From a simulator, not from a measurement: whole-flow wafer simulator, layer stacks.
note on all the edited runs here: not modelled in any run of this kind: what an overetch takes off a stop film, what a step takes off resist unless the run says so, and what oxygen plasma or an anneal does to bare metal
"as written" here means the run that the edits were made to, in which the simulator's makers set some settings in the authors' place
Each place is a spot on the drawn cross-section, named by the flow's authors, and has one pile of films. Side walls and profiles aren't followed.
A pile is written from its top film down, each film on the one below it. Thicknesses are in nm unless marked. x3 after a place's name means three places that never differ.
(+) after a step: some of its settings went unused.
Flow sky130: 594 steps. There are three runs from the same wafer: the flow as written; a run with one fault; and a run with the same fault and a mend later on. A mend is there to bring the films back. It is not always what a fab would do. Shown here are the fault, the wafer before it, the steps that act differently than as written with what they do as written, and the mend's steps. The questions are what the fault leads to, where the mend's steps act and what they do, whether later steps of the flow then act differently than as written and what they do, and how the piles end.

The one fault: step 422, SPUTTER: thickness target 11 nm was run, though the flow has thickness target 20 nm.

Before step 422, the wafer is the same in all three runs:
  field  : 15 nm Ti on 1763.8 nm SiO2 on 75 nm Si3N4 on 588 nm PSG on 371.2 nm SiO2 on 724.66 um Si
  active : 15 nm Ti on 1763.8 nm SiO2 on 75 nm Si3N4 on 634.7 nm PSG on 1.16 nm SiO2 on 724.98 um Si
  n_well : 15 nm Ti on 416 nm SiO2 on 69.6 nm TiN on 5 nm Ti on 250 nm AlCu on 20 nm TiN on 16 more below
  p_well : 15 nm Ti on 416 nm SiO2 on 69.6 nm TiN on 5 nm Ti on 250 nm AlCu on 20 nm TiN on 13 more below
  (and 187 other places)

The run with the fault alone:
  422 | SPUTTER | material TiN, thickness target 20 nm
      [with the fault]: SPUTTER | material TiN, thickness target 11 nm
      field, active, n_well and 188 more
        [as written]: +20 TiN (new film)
        [with the fault]: +11 TiN (new film)
  Steps further on in the flow that do not act as written (6 more steps, not shown, differ only slightly: by at most 2% or 0.5 nm, whichever is larger):
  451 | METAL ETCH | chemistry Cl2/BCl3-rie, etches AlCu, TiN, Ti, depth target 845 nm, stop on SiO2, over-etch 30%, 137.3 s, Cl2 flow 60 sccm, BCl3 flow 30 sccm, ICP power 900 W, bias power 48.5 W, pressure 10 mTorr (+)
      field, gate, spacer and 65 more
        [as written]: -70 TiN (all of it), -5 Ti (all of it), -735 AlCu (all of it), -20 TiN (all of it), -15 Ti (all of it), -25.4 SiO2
        [with the fault]: -70 TiN (all of it), -5 Ti (all of it), -735 AlCu (all of it), -11 TiN (all of it), -15 Ti (all of it), -26.2 SiO2
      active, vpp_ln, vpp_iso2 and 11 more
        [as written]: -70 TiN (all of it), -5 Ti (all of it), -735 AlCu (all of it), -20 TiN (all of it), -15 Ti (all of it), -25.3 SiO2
        [with the fault]: -70 TiN (all of it), -5 Ti (all of it), -735 AlCu (all of it), -11 TiN (all of it), -15 Ti (all of it), -26.2 SiO2
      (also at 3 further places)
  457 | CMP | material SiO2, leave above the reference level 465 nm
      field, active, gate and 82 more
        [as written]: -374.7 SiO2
        [with the fault]: -382.8 SiO2
  By the end, the piles at n_well, p_well, gate_hv and 104 more depart from the flow's by more than 2% or 0.5 nm, whichever is larger.
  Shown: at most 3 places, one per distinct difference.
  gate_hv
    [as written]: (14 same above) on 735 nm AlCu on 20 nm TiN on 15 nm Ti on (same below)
    [with the fault]: (14 same above) on 735 nm AlCu on 11 nm TiN on 15 nm Ti on (same below)
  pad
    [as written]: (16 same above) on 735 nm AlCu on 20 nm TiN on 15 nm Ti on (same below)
    [with the fault]: (16 same above) on 735 nm AlCu on 11 nm TiN on 15 nm Ti on (same below)
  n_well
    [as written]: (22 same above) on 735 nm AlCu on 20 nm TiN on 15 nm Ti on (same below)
    [with the fault]: (22 same above) on 735 nm AlCu on 11 nm TiN on 15 nm Ti on (same below)

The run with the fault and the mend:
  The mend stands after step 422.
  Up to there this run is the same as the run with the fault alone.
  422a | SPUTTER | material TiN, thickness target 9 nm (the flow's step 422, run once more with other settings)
      field, active, n_well and 188 more
        +9 TiN
  None of the later steps of the flow acts differently than as written at any place that is followed.
  The piles end the same as the flow's at every place that both follow.
